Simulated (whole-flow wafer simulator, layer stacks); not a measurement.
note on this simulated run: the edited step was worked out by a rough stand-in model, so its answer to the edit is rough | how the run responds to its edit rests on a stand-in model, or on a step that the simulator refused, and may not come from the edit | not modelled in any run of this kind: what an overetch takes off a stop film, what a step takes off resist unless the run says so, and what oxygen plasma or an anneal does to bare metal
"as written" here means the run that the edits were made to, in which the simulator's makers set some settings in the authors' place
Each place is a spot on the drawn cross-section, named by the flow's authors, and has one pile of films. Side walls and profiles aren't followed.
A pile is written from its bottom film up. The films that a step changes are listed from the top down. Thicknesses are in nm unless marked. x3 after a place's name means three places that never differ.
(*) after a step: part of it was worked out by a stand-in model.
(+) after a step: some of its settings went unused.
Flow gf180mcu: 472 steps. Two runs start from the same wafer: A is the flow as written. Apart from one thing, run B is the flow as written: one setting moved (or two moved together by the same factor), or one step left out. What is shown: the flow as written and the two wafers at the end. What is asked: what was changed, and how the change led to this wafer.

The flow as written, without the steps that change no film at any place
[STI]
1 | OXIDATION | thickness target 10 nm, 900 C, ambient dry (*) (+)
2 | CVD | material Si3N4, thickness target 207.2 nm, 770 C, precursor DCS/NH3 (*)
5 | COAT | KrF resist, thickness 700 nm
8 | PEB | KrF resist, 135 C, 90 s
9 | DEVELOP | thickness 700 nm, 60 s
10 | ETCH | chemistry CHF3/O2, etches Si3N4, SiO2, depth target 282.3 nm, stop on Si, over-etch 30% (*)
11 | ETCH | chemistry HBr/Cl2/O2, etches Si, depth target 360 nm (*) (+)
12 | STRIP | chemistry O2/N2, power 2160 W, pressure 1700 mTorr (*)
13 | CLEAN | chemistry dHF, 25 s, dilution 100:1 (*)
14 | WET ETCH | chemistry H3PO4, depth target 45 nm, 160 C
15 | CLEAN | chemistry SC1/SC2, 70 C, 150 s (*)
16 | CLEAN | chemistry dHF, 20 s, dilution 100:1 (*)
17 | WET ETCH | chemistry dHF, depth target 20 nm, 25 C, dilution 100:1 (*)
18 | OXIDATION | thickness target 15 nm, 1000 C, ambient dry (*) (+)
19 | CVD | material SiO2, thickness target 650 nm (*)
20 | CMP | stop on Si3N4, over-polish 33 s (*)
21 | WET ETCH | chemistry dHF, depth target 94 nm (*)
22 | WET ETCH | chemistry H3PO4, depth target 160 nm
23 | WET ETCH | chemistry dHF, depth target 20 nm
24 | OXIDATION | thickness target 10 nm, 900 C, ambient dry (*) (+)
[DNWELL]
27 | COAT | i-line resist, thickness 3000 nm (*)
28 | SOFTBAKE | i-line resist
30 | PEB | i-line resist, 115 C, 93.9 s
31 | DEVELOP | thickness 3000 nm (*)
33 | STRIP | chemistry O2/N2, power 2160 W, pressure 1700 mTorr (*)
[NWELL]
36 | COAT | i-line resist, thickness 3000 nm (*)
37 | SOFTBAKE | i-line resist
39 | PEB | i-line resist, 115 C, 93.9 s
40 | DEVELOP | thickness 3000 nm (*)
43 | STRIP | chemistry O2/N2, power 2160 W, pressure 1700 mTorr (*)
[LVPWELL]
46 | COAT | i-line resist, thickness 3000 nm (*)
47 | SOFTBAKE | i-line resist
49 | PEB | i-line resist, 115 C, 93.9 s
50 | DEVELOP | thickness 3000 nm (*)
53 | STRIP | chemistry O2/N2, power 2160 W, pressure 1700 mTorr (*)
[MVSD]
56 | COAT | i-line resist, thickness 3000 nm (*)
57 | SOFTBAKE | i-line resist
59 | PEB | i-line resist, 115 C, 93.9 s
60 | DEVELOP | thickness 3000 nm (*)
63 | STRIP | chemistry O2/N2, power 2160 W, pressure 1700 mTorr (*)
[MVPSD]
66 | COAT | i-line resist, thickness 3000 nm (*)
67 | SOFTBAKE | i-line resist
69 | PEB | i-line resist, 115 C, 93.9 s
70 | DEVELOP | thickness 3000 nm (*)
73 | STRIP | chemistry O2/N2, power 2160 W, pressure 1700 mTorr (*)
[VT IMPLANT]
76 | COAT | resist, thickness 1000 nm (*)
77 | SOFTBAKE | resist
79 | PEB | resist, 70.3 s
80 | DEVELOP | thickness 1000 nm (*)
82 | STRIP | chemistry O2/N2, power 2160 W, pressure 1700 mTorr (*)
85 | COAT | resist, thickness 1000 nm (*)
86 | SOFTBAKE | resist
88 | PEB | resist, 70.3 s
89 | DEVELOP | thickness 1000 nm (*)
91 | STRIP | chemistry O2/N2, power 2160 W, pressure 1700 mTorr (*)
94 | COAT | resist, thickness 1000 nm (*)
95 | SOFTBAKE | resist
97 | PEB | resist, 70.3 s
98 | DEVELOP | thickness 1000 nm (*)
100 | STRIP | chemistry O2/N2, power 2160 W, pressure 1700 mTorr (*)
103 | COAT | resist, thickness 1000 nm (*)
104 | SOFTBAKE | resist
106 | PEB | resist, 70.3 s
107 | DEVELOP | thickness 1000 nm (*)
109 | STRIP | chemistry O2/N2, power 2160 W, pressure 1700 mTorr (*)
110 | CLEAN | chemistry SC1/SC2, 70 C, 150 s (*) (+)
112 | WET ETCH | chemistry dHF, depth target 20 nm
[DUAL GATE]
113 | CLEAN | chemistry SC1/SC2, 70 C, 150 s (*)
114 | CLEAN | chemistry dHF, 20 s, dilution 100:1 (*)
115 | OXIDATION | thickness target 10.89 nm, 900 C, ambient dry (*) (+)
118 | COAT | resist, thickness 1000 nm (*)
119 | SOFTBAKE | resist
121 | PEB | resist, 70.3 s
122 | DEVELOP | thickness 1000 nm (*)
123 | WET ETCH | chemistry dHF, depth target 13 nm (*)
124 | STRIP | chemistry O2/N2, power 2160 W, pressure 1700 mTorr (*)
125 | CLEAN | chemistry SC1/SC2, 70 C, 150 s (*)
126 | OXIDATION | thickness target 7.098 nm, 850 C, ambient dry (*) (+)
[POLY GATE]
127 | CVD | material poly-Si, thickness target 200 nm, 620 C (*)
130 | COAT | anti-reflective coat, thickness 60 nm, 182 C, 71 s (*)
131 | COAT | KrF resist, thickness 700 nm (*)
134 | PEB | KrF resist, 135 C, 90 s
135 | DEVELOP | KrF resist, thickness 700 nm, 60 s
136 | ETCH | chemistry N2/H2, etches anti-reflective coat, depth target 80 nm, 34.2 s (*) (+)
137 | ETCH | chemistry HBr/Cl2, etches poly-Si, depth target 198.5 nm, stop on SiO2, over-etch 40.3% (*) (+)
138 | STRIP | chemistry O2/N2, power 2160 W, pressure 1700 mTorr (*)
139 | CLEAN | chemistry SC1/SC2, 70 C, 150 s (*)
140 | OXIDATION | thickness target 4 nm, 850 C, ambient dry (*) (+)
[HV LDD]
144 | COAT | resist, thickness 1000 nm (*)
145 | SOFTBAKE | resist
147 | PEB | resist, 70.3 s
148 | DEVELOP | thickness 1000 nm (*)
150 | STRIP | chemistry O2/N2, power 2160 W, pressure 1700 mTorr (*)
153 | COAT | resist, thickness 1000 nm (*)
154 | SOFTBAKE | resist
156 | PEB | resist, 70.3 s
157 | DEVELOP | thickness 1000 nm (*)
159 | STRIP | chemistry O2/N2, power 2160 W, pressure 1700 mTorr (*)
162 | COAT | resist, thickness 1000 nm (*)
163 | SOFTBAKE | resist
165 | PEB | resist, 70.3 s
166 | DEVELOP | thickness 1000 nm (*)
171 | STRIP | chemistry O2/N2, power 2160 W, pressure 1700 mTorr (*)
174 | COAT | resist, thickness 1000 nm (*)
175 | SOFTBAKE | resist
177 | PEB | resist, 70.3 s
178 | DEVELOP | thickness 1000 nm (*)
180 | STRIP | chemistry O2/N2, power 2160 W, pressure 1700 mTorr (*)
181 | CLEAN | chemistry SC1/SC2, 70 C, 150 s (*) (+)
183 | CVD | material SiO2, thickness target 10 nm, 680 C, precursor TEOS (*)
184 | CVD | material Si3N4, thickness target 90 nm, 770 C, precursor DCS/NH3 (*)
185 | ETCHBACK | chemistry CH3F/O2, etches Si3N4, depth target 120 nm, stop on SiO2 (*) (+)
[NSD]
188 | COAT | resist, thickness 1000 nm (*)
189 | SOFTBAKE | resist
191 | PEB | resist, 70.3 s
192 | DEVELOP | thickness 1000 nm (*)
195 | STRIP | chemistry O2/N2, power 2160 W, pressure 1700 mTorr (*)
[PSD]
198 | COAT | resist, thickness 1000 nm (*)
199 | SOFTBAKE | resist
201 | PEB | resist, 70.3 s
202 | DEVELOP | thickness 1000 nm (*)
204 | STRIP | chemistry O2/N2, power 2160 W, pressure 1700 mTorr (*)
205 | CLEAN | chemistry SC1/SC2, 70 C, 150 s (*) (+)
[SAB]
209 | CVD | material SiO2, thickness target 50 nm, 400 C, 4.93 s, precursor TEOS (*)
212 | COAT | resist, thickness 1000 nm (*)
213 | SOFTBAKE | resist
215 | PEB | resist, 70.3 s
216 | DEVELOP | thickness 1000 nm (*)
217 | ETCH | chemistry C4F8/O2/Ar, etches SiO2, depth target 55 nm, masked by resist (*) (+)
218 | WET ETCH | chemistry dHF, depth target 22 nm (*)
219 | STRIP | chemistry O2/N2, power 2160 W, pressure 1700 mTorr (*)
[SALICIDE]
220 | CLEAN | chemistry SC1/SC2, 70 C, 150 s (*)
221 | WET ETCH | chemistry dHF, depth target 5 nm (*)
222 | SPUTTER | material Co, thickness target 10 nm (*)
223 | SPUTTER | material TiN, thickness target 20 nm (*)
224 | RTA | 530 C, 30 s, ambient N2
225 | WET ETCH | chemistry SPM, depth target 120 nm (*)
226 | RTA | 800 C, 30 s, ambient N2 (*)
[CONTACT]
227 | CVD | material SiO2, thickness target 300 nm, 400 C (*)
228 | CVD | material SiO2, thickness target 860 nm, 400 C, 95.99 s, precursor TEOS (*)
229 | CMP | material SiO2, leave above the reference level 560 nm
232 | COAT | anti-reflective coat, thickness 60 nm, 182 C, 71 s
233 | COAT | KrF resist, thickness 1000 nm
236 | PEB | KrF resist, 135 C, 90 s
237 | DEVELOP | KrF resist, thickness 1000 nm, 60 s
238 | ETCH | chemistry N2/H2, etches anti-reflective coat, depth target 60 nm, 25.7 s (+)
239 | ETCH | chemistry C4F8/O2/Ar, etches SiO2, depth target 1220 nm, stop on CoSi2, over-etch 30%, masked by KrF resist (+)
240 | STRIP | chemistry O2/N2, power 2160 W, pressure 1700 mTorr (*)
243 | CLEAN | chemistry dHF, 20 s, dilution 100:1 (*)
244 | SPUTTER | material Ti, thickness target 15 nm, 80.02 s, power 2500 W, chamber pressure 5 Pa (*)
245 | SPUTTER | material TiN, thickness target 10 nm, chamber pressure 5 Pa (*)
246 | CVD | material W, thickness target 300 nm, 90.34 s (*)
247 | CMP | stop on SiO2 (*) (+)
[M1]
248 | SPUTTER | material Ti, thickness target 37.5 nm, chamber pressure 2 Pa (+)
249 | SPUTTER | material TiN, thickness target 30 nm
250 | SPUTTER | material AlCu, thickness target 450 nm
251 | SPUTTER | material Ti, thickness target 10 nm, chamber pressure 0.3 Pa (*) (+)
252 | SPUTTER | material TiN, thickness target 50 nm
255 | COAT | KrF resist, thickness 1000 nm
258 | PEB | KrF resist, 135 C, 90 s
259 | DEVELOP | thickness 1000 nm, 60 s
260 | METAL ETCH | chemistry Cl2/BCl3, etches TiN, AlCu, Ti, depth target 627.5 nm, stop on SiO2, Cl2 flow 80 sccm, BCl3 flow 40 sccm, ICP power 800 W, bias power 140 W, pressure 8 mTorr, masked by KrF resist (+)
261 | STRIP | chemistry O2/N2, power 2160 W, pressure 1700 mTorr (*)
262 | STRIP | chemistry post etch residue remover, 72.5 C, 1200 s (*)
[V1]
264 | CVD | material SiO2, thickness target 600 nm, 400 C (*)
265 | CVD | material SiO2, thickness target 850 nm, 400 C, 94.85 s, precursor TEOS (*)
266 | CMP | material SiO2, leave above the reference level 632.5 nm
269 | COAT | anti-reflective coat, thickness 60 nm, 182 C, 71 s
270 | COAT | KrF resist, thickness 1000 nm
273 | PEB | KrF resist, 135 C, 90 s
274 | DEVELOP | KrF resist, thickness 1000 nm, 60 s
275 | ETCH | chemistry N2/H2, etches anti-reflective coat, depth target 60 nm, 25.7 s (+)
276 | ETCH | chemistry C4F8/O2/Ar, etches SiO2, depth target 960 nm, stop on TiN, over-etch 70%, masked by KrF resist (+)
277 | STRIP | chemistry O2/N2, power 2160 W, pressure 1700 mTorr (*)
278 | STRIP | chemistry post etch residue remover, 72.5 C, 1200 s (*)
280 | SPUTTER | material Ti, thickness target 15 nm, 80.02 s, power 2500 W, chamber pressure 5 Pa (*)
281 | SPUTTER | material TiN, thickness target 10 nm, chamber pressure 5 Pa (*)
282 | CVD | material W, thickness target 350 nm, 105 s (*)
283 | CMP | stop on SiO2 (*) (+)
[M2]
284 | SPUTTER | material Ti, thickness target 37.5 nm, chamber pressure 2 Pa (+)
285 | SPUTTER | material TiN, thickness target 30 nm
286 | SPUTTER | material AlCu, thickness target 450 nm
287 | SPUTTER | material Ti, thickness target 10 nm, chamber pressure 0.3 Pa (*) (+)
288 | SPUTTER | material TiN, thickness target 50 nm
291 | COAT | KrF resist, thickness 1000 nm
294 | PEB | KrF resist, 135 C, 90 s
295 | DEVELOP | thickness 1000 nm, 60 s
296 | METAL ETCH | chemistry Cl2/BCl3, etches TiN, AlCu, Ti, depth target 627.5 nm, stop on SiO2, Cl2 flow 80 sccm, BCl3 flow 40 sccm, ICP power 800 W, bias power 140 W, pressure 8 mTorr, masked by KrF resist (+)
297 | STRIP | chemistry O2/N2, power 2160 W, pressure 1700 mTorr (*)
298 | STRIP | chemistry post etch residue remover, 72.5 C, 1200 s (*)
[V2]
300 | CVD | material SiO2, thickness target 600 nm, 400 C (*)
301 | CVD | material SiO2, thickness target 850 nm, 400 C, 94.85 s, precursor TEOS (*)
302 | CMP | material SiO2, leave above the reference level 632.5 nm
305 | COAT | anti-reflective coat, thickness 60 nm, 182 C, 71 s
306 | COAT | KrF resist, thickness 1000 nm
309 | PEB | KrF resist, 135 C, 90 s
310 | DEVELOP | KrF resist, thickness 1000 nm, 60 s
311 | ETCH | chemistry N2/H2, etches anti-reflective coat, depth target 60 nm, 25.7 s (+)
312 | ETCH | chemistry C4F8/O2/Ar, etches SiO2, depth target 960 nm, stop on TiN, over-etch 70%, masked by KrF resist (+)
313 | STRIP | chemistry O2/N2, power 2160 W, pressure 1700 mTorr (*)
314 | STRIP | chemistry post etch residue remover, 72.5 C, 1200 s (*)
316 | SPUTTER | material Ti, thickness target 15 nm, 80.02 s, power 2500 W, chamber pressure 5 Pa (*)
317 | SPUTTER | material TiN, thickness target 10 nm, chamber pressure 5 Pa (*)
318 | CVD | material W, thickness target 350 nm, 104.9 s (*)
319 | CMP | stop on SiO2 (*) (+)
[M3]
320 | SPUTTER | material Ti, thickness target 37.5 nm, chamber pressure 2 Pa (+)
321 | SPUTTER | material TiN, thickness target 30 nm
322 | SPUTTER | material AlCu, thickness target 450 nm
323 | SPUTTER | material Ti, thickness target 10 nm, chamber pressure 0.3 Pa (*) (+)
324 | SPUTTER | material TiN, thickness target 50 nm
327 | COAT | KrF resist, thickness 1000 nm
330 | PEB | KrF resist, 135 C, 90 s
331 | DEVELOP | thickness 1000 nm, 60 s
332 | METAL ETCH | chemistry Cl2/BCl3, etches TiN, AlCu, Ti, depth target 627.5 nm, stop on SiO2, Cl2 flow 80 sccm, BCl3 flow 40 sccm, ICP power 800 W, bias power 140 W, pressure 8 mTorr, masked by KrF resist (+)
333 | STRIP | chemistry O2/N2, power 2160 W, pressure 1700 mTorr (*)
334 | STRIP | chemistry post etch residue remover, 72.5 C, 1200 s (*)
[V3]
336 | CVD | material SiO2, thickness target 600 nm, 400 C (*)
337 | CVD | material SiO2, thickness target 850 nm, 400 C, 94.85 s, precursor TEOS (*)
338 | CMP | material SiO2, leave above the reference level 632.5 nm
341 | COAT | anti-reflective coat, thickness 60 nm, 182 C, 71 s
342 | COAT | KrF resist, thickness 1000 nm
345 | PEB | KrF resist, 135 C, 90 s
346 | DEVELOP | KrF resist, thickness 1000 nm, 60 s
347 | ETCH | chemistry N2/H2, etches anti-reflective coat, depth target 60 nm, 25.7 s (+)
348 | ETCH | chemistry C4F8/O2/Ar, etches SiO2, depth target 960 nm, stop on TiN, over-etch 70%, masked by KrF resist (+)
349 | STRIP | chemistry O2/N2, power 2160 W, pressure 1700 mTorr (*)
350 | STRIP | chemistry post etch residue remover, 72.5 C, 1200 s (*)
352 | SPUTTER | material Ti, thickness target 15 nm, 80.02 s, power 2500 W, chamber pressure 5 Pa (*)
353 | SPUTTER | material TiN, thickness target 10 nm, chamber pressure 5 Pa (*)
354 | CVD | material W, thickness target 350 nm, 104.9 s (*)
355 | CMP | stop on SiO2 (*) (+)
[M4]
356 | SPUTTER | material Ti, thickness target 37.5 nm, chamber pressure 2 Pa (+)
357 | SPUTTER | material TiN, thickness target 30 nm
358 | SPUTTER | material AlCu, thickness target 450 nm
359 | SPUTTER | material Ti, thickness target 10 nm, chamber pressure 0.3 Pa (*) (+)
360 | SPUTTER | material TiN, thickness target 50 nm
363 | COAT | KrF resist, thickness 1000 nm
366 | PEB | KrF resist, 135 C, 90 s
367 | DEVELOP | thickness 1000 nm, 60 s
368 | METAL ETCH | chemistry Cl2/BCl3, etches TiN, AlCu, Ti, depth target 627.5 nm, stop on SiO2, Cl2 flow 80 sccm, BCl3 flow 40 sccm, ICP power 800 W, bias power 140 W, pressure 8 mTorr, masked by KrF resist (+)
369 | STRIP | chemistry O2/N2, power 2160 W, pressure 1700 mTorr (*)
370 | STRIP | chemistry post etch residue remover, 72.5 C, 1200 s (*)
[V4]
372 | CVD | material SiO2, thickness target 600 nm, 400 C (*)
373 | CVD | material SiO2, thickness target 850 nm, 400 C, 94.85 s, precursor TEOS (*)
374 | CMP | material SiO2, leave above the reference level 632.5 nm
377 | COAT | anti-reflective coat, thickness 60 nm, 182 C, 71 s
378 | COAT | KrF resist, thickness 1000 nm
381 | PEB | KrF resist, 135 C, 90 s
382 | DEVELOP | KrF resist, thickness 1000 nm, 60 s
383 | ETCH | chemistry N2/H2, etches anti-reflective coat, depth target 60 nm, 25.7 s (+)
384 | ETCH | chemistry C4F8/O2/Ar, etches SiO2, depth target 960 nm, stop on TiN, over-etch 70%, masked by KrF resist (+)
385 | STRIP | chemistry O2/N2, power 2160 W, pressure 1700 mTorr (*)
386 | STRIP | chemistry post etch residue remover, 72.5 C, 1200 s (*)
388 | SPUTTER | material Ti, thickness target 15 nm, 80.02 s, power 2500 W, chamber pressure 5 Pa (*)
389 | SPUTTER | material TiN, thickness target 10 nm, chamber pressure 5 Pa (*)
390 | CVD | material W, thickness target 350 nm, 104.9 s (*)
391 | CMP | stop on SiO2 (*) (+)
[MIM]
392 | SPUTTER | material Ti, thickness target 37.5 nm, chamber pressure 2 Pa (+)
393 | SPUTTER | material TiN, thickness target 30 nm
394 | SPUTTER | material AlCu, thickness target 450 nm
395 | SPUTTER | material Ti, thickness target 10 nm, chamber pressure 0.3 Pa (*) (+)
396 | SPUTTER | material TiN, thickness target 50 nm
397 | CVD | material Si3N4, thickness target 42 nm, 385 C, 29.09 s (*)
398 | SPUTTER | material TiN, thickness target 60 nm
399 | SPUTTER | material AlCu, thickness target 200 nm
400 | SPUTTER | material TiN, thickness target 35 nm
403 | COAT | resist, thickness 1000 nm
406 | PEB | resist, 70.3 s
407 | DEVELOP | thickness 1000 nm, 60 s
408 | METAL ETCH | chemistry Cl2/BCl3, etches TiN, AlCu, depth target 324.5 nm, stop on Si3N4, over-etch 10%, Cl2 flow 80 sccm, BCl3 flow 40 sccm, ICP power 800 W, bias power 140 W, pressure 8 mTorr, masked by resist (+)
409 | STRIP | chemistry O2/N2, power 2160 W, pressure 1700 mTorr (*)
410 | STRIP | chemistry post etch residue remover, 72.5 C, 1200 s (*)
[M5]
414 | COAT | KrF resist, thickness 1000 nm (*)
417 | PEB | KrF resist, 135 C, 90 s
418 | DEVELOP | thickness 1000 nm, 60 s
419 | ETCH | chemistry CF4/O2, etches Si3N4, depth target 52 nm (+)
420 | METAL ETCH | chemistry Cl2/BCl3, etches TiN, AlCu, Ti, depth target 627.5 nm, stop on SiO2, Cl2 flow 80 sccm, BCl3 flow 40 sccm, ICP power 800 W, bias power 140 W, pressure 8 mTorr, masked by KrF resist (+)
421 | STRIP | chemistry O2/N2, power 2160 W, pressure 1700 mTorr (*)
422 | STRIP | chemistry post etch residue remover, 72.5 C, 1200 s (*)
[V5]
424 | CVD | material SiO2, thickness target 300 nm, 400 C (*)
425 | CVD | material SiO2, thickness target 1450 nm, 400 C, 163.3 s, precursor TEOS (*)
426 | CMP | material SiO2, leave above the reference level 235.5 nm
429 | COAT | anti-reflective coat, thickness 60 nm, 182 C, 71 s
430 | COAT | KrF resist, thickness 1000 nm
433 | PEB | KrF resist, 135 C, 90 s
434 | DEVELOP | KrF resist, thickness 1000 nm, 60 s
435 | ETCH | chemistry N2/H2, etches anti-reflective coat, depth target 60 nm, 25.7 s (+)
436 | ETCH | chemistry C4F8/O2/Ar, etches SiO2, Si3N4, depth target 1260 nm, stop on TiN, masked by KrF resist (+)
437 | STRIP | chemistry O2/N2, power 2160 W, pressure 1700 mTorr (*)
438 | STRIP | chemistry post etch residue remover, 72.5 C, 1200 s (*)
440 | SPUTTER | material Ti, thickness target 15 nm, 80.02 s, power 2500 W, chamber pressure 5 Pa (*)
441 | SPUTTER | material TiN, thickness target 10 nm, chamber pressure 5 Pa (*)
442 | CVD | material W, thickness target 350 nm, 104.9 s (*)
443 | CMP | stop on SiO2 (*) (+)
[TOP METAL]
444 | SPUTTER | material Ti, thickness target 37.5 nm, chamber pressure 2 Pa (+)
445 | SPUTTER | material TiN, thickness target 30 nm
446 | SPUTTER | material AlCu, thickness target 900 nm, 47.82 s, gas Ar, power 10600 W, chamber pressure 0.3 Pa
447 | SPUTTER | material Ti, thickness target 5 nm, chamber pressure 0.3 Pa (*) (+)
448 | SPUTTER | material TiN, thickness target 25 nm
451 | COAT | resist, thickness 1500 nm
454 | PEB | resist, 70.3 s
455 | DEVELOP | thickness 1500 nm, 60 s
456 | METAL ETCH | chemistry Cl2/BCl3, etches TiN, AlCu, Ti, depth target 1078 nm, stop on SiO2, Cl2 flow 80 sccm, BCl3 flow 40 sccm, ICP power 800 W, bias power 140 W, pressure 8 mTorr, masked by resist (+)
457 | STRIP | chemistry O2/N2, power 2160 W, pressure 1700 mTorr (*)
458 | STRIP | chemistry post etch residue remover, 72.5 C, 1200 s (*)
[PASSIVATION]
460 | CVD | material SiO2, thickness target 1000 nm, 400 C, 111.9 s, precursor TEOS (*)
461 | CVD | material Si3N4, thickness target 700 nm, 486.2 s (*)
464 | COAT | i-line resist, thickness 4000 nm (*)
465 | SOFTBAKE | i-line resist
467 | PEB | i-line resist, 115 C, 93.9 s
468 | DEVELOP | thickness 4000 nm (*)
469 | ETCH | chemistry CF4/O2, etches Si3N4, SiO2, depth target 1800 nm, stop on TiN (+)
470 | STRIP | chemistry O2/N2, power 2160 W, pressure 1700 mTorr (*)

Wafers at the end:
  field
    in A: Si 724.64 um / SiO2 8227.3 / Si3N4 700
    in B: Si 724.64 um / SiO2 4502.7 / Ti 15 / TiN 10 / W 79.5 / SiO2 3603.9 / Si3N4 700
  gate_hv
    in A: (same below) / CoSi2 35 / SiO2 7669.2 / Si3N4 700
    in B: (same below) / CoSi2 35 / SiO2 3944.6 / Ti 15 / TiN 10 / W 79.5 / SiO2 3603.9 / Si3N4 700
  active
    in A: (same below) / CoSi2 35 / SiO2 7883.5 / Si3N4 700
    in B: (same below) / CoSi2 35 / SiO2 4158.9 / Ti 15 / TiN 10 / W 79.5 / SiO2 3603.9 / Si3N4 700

Cause: step 337, CVD: thickness target 404 nm was run, while the flow as written has thickness target 850 nm; step 337, CVD: 45.05 s was run, where the flow has 94.85 s.

The path from the change to this, step by step:
  337 | CVD | material SiO2, thickness target 850 nm, 400 C, 94.85 s, precursor TEOS (*)
      field, field__w1, field__w2 and 108 more: A SiO2 gains 850 | B SiO2 gains 413.2
  338 | CMP | material SiO2, leave above the reference level 632.5 nm
      field, field__w1, field__w2 and 103 more: A SiO2 loses 300 | B nothing
      field__w8, contact, m1, m1__w1, m1_nw: A SiO2 loses 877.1 | B SiO2 loses 440.3
  341 | COAT | anti-reflective coat, thickness 60 nm, 182 C, 71 s
      gate, gate_nat: A anti-reflective coat gains 60 (new film) | B anti-reflective coat gains 61.6 (new film)
      field: A anti-reflective coat gains 60 (new film) | B anti-reflective coat gains 115 (new film)
      (as well as at 19 more places)
  342 | COAT | KrF resist, thickness 1000 nm
      field: A KrF resist gains 1000 (new film) | B KrF resist gains 979.4 (new film)
      field__w1: A KrF resist gains 1000 (new film) | B KrF resist gains 976.3 (new film)
      (as well as at 12 more places)
  345 | PEB | KrF resist, 135 C, 90 s
      m1__w1, nw_sep_fld: A KrF resist loses 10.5 | B KrF resist loses 9.69
      contact: A KrF resist loses 10.5 | B KrF resist loses 9.44
      (as well as at 5 more places)
  346 | DEVELOP | KrF resist, thickness 1000 nm, 60 s
      contact: A KrF resist loses 989.5 (all of it) | B KrF resist loses 920.3 (all of it)
  347 | ETCH | chemistry N2/H2, etches anti-reflective coat, depth target 60 nm, 25.7 s (+)
      contact: A anti-reflective coat loses 60 (all of it), SiO2 loses 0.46 | B anti-reflective coat loses 22.9 (all of it), SiO2 loses 1.41
  349 | STRIP | chemistry O2/N2, power 2160 W, pressure 1700 mTorr (*)
      field: A KrF resist loses 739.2 (all of it), anti-reflective coat loses 60 (all of it) | B KrF resist loses 718.8 (all of it), anti-reflective coat loses 115 (all of it)
      field__w1: A KrF resist loses 739.2 (all of it), anti-reflective coat loses 60 (all of it) | B KrF resist loses 715.7 (all of it), anti-reflective coat loses 87.1 (all of it)
      (as well as at 19 more places)
  352 | SPUTTER | material Ti, thickness target 15 nm, 80.02 s, power 2500 W, chamber pressure 5 Pa (*)
      contact: A Ti gains 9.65 (new film) | B Ti gains 10.5 (new film)
  353 | SPUTTER | material TiN, thickness target 10 nm, chamber pressure 5 Pa (*)
      contact: A TiN gains 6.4 (new film) | B TiN gains 6.95 (new film)
  354 | CVD | material W, thickness target 350 nm, 104.9 s (*)
      contact: A W gains 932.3 (new film) | B W gains 794.2 (new film)
  355 | CMP | stop on SiO2 (*) (+)
      field, field__w1, field__w2 and 103 more: A W loses 350 (all of it), TiN loses 10 (all of it), Ti loses 15 (all of it), SiO2 loses 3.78 | B W loses 258.2
      field__w8, m1, m1__w1, m1_nw: A W loses 350 (all of it), TiN loses 10 (all of it), Ti loses 15 (all of it), SiO2 loses 3.78 | B W loses 350 (all of it), TiN loses 10 (all of it), Ti loses 15 (all of it), SiO2 loses 20
      (as well as at 1 more place)
  368 | METAL ETCH | chemistry Cl2/BCl3, etches TiN, AlCu, Ti, depth target 627.5 nm, stop on SiO2, Cl2 flow 80 sccm, BCl3 flow 40 sccm, ICP power 800 W, bias power 140 W, pressure 8 mTorr, masked by KrF resist (+)
      field, field__w1, field__w2 and 103 more: A TiN loses 50 (all of it), Ti loses 10 (all of it), AlCu loses 450 (all of it), TiN loses 30 (all of it), Ti loses 37.5 (all of it) | B TiN loses 50 (all of it), Ti loses 10 (all of it), AlCu loses 450 (all of it), TiN loses 30 (all of it), Ti loses 37.5 (all of it), W loses 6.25
  370 | STRIP | chemistry post etch residue remover, 72.5 C, 1200 s (*)
      field, field__w1, field__w2 and 103 more: A nothing | B W loses 6.01
  372 | CVD | material SiO2, thickness target 600 nm, 400 C (*)
      field, field__w1, field__w2 and 103 more: A SiO2 gains 600 | B SiO2 gains 600 (new film)
  374 | CMP | material SiO2, leave above the reference level 632.5 nm
      field, field__w1, field__w2 and 103 more: A SiO2 loses 300 | B SiO2 loses 287.7
If metal films that touch count as one body, field has 1 body; the flow as written gives 0 bodies.
If metal films that touch count as one body, gate_hv has 2 bodies (between them, from the top down: SiO2 3944.6); the flow as written gives 1 body.
If metal films that touch count as one body, active has 2 bodies (between them, from the top down: SiO2 4158.9); the flow as written gives 1 body.
